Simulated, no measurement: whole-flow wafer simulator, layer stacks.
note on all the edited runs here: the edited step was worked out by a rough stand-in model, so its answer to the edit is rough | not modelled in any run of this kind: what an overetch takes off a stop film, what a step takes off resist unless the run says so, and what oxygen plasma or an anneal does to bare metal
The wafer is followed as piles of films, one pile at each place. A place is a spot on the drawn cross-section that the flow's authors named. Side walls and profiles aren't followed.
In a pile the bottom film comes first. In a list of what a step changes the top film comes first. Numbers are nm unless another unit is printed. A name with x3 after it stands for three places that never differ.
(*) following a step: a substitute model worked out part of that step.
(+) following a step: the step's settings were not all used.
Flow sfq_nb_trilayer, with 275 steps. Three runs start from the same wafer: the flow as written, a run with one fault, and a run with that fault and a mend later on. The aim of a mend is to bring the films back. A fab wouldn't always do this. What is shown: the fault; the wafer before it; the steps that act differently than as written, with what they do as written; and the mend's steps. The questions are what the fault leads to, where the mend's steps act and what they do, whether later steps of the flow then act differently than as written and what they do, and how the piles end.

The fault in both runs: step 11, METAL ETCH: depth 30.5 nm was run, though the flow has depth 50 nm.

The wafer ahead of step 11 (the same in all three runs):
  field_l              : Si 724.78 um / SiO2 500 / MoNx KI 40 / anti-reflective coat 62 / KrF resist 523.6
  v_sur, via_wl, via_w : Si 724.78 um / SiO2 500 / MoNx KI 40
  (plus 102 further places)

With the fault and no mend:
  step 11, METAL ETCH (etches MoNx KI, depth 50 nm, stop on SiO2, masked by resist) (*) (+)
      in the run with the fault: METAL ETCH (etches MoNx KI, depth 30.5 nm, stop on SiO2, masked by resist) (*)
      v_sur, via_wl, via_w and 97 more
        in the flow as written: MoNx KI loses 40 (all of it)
        in the run with the fault: MoNx KI loses 30.5
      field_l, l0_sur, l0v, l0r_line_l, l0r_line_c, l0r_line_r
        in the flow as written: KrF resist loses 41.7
        in the run with the fault: KrF resist loses 25.4
  Steps further on in the flow that do not act as written (8 other steps are not shown; they differ only slightly, by no more than 2% or 0.5 nm, whichever is larger):
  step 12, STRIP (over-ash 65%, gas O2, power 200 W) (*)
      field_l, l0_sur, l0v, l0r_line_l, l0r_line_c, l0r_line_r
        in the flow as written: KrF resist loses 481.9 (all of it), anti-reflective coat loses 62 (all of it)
        in the run with the fault: KrF resist loses 498.1 (all of it), anti-reflective coat loses 62 (all of it)
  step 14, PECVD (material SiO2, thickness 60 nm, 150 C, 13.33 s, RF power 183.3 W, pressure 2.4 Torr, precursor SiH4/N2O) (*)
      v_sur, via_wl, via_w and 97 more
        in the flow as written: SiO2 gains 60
        in the run with the fault: SiO2 gains 60 (new film)
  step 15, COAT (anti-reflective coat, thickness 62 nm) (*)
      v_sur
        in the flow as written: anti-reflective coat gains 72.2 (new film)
        in the run with the fault: anti-reflective coat gains 69.8 (new film)
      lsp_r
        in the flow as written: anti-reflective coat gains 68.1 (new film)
        in the run with the fault: anti-reflective coat gains 66.7 (new film)
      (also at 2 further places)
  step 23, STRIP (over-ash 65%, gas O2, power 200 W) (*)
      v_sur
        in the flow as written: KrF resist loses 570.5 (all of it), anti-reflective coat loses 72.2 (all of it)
        in the run with the fault: KrF resist loses 567.7 (all of it), anti-reflective coat loses 69.8 (all of it)
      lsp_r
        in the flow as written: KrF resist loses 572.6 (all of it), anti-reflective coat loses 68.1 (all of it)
        in the run with the fault: KrF resist loses 569.5 (all of it), anti-reflective coat loses 66.7 (all of it)
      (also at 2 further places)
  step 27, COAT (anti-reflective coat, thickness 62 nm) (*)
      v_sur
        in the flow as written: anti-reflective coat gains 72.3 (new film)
        in the run with the fault: anti-reflective coat gains 70 (new film)
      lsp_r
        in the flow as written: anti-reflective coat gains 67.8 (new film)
        in the run with the fault: anti-reflective coat gains 66.3 (new film)
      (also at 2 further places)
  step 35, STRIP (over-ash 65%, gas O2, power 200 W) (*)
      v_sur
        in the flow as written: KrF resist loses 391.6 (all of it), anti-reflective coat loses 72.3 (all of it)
        in the run with the fault: KrF resist loses 389.3 (all of it), anti-reflective coat loses 70 (all of it)
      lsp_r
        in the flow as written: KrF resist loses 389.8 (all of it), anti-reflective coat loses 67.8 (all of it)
        in the run with the fault: KrF resist loses 386.9 (all of it), anti-reflective coat loses 66.3 (all of it)
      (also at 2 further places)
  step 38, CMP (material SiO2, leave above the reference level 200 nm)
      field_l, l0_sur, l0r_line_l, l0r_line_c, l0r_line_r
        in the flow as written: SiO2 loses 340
        in the run with the fault: SiO2 loses 330.5
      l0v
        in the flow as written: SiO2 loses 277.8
        in the run with the fault: SiO2 loses 268.3
  By the end, the piles at v_sur, via_wl, via_w and 97 more depart from the flow's by more than 2% or 0.5 nm, whichever is larger.
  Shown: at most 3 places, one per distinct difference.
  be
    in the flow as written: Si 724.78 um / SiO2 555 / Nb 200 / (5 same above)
    in the run with the fault: Si 724.78 um / SiO2 500 / MoNx KI 9.5 / SiO2 55 / Nb 200 / (5 same above)
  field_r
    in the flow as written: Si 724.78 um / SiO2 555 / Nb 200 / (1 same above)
    in the run with the fault: Si 724.78 um / SiO2 500 / MoNx KI 9.5 / SiO2 55 / Nb 200 / (1 same above)
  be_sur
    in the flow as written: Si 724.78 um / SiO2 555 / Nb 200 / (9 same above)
    in the run with the fault: Si 724.78 um / SiO2 500 / MoNx KI 9.5 / SiO2 55 / Nb 200 / (9 same above)

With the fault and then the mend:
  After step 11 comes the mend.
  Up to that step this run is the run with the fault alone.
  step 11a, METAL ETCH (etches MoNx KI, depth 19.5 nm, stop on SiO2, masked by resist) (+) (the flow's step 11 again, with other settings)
      v_sur, via_wl, via_w and 97 more
        MoNx KI loses 9.5 (all of it)
      field_l, l0_sur, l0v, l0r_line_l, l0r_line_c, l0r_line_r
        KrF resist loses 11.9
  Later steps of the flow that are run all act as written at every place that is followed, up to a difference of at most 2% or 0.5 nm, whichever is larger.
  The piles end the same as the flow's at every place that both follow.
